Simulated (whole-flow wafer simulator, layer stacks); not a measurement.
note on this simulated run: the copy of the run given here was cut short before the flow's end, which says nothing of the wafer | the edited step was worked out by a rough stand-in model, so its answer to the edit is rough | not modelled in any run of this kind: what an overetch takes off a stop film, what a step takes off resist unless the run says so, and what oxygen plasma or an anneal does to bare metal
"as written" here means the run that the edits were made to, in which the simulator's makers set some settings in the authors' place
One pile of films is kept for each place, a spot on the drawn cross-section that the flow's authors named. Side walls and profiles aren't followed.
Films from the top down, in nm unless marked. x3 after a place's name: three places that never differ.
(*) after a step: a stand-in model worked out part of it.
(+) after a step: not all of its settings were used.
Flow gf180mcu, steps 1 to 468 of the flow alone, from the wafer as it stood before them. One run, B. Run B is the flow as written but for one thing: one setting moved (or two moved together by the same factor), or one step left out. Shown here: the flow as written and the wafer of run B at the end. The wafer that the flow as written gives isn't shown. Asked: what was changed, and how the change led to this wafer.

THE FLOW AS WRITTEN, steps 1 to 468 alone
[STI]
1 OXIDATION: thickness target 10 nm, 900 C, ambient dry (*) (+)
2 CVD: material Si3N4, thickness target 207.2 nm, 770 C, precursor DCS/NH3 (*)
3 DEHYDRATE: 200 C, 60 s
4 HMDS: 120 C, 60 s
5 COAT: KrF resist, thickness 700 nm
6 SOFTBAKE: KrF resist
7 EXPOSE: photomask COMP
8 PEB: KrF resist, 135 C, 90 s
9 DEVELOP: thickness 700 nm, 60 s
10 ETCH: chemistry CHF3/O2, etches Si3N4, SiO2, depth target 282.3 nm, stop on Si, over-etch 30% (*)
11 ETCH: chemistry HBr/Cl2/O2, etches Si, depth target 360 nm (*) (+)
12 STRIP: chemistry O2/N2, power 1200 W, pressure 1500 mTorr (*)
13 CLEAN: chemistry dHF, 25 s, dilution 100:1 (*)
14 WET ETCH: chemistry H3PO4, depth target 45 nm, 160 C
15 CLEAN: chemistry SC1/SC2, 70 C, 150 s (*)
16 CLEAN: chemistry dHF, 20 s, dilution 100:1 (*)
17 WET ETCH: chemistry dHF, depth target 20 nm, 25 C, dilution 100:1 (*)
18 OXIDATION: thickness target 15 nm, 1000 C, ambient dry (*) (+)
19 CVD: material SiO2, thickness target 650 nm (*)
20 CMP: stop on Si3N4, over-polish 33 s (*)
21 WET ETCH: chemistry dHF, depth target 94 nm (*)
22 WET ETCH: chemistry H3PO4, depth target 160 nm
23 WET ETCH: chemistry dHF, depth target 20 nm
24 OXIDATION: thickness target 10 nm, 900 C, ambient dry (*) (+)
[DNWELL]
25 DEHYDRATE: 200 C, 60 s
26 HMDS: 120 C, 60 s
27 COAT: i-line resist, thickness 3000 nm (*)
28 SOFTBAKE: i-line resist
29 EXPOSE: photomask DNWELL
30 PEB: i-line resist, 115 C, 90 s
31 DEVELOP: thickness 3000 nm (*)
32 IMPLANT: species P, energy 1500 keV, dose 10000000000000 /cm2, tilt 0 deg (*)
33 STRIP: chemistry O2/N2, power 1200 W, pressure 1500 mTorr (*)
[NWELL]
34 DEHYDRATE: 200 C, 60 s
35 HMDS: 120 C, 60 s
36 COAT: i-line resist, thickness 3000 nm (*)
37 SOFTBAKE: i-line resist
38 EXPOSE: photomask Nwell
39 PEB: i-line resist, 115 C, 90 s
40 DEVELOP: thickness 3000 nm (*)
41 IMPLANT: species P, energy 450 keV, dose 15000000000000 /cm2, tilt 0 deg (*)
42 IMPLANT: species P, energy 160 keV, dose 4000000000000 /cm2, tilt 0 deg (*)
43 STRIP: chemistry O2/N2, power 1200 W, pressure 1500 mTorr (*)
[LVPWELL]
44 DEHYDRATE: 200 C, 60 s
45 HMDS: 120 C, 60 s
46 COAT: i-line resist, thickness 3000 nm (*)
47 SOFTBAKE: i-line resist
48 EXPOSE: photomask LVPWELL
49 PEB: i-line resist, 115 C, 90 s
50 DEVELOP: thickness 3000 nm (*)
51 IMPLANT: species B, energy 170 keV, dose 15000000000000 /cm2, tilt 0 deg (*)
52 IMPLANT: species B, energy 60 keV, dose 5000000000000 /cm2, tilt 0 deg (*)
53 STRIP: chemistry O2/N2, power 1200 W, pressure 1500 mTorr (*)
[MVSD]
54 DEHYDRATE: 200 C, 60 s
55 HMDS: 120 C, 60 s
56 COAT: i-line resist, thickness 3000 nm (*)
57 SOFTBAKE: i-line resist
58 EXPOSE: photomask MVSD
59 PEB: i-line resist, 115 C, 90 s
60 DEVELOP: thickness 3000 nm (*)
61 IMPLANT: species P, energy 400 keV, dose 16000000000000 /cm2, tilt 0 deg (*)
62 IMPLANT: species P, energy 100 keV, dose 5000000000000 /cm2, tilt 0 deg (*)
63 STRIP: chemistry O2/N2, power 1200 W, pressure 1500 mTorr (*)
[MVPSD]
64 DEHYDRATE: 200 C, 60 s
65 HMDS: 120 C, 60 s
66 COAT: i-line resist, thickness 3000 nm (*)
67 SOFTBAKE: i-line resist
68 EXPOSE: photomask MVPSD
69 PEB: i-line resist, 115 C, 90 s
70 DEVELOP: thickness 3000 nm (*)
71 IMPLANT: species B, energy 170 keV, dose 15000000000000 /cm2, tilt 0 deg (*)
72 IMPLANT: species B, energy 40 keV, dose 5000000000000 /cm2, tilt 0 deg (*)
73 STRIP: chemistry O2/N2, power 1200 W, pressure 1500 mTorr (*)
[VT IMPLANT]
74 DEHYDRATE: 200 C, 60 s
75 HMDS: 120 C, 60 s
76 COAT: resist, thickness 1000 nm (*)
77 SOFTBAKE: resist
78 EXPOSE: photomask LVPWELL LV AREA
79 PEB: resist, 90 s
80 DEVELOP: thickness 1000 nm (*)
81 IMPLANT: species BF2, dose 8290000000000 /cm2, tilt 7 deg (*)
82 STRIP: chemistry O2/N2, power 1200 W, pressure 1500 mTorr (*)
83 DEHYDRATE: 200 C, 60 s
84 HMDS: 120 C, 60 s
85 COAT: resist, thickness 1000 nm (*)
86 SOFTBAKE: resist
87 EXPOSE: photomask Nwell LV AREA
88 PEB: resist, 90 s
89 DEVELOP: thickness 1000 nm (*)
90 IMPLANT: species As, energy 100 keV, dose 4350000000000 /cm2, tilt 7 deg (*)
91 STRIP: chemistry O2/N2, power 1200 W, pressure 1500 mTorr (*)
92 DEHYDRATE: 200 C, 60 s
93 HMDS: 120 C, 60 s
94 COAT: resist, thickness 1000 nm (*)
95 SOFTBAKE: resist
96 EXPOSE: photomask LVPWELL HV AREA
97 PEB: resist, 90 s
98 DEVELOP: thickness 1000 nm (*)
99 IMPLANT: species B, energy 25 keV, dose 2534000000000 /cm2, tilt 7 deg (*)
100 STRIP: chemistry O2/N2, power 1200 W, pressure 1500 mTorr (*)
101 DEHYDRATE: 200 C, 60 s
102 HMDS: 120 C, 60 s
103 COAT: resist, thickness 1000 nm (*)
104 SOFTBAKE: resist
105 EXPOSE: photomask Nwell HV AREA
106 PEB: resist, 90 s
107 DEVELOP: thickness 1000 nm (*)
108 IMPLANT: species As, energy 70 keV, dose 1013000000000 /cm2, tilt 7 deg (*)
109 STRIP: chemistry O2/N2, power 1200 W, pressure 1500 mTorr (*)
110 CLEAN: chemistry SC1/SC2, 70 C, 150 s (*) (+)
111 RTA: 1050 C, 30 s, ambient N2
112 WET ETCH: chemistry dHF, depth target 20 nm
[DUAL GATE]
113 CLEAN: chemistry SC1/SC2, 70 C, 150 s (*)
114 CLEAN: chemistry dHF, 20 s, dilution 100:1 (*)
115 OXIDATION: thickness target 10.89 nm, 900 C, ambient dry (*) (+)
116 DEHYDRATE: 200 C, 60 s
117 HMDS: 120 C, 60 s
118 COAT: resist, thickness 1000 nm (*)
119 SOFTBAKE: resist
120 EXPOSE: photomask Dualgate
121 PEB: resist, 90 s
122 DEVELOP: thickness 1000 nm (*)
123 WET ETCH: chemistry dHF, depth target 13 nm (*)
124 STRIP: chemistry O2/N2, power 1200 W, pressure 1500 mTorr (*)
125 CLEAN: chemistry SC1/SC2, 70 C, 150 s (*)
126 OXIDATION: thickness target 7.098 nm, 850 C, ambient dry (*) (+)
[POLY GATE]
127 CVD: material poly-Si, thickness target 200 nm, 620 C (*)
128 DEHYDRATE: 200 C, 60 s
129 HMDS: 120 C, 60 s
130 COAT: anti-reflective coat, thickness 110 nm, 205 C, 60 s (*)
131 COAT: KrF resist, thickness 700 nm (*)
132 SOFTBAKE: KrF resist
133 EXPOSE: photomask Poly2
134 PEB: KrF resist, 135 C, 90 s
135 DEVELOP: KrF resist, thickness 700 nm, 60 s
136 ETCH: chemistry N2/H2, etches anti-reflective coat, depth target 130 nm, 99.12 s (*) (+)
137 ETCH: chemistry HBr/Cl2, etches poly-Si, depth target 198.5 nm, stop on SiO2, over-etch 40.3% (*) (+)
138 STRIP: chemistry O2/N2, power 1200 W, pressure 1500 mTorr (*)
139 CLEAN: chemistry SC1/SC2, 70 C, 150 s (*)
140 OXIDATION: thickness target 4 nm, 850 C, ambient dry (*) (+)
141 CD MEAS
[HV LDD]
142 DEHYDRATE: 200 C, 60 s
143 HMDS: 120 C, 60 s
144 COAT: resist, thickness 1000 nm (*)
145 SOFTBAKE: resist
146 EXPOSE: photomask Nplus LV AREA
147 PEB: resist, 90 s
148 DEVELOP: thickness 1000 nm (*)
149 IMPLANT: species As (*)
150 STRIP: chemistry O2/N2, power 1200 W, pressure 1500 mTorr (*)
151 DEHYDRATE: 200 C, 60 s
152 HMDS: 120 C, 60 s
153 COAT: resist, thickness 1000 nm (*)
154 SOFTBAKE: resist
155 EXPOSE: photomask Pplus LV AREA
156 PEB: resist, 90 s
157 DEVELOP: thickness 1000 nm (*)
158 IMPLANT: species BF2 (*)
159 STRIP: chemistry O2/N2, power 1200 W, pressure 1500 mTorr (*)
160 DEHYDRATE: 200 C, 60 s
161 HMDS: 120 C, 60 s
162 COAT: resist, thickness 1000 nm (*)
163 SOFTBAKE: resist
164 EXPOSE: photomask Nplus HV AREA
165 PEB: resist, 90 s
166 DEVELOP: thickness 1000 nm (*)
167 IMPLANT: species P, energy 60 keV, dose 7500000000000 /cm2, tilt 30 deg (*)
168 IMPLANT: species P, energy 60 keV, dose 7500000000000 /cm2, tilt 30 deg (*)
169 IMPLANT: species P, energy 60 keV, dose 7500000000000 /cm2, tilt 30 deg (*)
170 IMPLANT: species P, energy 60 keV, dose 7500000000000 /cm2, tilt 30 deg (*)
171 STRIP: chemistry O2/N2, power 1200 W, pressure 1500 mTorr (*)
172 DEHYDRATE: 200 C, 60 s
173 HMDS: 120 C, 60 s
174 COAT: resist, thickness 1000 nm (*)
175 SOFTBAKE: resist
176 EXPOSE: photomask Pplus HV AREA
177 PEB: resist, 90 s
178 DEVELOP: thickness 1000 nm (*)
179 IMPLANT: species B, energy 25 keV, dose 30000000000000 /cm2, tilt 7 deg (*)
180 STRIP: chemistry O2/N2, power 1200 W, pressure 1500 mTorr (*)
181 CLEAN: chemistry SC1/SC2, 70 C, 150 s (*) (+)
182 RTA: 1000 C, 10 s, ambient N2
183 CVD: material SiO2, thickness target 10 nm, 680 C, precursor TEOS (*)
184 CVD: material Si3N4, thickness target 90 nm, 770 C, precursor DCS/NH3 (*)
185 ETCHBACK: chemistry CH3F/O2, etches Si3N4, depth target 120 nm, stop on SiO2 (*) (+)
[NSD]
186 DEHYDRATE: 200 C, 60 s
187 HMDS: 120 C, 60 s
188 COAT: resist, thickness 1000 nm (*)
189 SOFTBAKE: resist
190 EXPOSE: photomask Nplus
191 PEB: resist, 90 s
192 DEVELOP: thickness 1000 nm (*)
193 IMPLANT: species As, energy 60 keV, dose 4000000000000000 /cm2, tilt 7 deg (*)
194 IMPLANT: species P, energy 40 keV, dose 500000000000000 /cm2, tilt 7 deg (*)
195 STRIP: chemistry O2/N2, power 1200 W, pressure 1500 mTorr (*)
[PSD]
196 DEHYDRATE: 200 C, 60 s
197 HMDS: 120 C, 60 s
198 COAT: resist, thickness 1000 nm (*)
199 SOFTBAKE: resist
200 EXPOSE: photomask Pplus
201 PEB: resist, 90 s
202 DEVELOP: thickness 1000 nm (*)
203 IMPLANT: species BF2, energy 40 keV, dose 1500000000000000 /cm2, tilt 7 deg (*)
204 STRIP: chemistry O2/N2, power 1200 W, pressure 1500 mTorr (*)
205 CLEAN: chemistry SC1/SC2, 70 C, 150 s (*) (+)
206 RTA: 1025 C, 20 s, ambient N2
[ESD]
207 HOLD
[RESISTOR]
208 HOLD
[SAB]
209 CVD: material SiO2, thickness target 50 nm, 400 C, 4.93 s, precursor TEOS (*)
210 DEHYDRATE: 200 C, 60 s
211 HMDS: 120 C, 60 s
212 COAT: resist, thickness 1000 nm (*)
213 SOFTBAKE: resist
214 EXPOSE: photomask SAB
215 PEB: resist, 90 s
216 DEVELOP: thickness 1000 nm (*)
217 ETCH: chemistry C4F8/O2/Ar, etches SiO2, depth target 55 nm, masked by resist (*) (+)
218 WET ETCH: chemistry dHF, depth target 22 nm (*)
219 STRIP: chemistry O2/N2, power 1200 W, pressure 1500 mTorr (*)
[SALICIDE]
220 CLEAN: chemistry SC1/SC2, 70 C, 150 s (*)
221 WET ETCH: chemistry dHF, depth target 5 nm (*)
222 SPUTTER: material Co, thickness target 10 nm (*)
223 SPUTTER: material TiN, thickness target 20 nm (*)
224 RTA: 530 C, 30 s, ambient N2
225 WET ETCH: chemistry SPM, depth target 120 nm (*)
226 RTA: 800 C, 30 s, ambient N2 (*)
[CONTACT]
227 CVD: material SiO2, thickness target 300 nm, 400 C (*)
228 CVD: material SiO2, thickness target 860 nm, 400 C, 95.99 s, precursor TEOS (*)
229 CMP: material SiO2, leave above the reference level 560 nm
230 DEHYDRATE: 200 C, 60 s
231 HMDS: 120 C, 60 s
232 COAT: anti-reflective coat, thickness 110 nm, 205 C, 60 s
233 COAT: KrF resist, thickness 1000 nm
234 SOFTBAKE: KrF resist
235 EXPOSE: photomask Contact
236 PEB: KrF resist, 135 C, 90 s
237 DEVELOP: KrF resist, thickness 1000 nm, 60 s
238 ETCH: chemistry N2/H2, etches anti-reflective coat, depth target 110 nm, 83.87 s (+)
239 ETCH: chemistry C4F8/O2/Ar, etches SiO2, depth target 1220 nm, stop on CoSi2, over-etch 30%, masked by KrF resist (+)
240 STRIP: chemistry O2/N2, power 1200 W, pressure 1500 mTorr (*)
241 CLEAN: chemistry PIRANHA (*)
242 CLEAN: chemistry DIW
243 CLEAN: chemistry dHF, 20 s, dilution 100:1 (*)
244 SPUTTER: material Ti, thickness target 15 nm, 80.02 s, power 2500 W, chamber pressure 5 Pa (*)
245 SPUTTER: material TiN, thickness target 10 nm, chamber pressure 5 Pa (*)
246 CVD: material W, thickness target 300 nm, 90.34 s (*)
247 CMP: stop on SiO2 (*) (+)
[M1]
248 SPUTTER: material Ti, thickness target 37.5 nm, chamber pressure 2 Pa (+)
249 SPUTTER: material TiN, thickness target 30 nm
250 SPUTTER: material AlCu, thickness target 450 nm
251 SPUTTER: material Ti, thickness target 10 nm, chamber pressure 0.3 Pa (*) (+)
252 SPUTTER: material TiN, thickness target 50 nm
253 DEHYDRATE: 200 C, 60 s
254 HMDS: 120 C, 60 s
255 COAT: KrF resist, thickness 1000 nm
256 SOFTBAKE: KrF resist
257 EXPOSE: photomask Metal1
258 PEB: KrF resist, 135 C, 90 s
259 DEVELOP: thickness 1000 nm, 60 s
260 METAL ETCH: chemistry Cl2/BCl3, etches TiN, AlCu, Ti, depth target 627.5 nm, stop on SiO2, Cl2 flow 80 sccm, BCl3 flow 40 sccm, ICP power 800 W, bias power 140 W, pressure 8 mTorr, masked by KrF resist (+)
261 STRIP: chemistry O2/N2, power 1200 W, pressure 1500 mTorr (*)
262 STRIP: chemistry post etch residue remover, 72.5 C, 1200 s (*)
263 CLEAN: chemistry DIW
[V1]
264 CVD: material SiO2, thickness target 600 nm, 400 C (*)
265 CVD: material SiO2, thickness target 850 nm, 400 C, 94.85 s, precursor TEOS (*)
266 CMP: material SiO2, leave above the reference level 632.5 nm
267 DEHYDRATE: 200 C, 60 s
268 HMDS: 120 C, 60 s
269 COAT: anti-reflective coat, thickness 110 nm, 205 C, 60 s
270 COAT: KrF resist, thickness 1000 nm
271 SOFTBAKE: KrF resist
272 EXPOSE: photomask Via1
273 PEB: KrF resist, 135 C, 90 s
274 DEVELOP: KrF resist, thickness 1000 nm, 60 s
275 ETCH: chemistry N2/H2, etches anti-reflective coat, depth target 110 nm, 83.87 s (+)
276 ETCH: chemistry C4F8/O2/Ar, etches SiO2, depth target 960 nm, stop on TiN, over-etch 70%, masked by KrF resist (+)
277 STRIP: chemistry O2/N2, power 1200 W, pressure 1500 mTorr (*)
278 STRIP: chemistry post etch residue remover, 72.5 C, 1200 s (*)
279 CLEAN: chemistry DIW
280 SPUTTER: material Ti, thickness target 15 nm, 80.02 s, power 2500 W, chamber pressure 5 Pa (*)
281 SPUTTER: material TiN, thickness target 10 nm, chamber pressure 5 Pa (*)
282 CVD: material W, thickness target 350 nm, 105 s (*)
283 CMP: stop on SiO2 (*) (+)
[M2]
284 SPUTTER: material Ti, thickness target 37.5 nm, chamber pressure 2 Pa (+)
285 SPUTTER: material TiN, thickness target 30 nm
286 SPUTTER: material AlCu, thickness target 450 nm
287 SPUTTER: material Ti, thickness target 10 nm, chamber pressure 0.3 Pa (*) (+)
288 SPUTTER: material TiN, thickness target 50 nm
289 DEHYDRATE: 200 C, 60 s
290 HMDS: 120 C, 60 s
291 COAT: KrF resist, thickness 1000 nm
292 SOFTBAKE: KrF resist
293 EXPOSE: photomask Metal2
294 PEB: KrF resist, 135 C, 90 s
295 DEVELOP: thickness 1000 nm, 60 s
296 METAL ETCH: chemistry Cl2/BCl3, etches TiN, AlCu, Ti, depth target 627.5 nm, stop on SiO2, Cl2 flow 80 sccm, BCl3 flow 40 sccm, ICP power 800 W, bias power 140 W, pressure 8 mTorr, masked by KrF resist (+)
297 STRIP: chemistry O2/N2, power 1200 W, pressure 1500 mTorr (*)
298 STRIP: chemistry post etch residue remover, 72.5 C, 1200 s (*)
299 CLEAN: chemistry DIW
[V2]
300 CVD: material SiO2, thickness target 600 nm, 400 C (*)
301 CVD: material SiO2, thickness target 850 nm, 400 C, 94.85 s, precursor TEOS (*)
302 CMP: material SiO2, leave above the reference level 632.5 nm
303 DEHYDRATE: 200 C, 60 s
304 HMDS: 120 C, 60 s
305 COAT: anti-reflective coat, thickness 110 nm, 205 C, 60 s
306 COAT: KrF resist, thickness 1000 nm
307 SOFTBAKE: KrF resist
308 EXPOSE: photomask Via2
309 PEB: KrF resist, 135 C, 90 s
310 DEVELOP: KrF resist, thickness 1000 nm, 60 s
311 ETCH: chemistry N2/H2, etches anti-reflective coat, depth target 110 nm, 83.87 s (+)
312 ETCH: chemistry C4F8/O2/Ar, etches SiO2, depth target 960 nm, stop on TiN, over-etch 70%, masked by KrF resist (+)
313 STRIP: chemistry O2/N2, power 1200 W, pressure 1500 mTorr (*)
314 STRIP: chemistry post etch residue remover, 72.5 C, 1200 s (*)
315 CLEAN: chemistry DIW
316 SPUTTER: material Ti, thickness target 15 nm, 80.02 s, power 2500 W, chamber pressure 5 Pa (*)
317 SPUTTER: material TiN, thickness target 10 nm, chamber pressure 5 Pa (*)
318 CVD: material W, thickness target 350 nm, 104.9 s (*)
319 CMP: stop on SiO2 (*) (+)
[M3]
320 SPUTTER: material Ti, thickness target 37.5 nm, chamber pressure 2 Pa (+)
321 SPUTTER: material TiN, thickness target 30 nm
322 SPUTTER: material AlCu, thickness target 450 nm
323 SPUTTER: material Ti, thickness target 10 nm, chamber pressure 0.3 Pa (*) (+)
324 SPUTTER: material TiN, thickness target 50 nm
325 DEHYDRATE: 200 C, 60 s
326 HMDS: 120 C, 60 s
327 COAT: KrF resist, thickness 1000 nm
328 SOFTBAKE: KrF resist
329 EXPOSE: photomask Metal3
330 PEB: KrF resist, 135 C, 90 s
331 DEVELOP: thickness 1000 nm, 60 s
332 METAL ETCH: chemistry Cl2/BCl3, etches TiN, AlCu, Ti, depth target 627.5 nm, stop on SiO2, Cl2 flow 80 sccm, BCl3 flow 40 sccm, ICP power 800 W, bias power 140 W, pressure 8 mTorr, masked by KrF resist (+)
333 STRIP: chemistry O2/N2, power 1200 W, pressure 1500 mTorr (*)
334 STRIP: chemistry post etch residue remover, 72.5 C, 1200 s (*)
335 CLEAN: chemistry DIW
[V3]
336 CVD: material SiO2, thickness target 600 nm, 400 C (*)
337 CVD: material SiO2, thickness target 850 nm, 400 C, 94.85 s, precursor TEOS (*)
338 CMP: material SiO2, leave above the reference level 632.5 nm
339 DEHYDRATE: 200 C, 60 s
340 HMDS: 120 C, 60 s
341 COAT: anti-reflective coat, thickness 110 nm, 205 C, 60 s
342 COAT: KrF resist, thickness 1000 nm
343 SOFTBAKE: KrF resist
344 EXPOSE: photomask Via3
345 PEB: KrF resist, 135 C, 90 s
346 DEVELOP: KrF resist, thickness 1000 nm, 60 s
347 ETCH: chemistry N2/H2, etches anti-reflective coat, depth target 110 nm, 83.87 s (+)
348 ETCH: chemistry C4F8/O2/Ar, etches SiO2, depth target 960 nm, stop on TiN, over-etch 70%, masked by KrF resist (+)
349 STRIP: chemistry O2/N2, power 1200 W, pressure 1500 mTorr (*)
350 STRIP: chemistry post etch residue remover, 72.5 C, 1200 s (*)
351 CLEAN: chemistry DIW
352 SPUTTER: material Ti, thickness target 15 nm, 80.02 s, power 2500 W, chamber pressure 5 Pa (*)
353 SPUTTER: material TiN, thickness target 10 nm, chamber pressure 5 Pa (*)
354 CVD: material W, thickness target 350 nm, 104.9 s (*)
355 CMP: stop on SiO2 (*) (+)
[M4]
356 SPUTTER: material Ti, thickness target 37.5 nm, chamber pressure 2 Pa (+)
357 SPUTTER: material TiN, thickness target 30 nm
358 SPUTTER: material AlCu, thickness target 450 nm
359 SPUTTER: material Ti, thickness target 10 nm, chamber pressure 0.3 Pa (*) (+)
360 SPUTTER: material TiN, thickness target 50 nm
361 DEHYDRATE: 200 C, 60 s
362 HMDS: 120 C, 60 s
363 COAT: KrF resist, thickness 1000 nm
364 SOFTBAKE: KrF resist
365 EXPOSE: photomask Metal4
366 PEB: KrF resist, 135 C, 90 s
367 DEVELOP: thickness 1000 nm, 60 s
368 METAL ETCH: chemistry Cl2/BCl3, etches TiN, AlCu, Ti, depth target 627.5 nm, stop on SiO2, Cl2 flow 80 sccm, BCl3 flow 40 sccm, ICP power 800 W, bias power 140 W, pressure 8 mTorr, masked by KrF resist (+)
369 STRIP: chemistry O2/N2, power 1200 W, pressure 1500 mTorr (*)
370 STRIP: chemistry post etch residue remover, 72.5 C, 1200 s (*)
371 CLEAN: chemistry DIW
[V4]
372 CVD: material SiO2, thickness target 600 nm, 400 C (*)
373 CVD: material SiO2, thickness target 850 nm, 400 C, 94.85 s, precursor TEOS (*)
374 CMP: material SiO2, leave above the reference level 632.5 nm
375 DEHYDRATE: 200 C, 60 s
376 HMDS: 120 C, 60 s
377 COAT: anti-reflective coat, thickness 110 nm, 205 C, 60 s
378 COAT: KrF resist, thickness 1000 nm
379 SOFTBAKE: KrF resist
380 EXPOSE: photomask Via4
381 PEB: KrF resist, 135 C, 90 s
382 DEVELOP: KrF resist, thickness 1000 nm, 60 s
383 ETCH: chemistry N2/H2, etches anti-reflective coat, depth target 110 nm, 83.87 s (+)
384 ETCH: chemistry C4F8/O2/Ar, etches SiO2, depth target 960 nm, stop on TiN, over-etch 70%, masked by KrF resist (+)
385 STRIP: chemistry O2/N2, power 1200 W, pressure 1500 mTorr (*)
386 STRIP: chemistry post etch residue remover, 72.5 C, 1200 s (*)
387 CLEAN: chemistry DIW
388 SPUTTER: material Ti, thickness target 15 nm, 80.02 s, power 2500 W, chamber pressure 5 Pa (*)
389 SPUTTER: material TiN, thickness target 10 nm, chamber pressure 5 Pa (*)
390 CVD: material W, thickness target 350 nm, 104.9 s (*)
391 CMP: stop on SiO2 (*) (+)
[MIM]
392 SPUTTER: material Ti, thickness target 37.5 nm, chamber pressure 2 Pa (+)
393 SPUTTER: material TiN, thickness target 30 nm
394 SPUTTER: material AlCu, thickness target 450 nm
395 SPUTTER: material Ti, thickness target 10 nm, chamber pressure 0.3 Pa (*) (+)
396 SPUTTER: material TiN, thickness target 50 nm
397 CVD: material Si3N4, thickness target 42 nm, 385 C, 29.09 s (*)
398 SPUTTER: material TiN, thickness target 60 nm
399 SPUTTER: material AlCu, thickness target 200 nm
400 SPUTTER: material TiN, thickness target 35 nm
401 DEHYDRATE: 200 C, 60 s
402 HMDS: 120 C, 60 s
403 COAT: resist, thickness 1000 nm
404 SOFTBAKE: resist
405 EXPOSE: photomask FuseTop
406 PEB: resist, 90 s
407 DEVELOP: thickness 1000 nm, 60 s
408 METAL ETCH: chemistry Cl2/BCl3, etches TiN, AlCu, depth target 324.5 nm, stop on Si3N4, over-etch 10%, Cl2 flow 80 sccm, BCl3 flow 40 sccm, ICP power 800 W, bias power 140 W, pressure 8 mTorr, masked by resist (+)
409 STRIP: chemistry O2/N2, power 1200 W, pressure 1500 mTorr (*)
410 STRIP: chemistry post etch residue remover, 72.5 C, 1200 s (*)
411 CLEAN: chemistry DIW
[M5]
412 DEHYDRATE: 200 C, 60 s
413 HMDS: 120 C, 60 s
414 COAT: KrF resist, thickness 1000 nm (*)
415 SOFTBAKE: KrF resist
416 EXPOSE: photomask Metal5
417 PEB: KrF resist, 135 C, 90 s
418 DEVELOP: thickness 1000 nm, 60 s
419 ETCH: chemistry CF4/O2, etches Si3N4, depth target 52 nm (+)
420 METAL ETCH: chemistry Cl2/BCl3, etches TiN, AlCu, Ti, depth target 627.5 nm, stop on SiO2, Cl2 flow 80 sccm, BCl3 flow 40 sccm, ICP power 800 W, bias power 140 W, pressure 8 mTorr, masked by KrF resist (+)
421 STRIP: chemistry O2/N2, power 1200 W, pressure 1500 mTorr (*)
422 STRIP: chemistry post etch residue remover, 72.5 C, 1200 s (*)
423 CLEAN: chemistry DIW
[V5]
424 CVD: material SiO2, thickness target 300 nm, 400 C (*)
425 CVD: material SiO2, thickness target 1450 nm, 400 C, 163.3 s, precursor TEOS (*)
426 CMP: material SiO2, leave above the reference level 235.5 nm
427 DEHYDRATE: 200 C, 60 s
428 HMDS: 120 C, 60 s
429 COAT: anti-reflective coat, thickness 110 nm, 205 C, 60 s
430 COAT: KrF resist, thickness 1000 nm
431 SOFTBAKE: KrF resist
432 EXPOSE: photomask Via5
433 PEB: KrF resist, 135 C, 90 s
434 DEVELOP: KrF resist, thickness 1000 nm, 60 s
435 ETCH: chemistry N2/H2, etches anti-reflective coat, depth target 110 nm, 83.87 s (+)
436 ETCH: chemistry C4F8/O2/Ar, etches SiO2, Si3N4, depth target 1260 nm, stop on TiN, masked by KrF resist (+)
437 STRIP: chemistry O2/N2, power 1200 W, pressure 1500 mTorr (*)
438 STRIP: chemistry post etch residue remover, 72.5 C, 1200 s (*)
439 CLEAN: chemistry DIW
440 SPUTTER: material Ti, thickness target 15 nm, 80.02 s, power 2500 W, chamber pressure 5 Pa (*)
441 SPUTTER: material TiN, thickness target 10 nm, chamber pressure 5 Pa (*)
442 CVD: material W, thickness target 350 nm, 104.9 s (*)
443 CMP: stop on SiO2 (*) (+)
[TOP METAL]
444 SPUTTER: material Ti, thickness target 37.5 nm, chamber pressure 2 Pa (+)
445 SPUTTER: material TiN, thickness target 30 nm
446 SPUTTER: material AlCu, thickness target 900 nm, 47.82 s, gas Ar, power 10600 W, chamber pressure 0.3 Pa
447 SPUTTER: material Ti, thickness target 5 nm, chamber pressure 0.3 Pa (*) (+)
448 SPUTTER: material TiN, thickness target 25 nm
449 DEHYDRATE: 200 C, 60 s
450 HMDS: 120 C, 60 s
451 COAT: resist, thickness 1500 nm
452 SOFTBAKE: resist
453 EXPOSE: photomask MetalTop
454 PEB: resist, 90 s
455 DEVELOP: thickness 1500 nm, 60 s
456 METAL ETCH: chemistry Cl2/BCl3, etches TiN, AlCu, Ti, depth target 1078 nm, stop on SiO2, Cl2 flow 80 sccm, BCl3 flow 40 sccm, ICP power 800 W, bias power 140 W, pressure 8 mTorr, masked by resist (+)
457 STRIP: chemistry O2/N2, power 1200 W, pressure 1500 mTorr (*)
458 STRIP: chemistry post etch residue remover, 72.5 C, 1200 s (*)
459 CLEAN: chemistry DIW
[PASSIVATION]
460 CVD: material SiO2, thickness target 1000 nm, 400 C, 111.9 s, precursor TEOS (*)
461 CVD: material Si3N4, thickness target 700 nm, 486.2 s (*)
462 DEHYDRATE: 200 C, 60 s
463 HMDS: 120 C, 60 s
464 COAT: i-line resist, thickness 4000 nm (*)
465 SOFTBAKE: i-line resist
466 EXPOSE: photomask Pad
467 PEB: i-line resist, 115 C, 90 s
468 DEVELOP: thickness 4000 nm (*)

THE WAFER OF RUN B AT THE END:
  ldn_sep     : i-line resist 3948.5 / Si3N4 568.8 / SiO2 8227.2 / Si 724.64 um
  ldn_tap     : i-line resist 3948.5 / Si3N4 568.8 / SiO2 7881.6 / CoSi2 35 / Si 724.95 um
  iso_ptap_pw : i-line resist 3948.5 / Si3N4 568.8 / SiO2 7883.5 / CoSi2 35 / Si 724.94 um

The cause: step 461, CVD: 395 s was run, where the flow has 486.2 s.

How the change led to this, step by step:
  461 CVD: material Si3N4, thickness target 700 nm, 486.2 s (*)
      field, field__w1, field__w2 and 109 more: Si3N4 +568.8 (new film) (as written it would be: Si3N4 +700 (new film))
  465 SOFTBAKE: i-line resist
      field_sub__w4: i-line resist +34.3 (as written it would be: i-line resist +35)
      gate_nat: i-line resist -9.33 (as written it would be: i-line resist -9.98)
      (and at 2 more places)
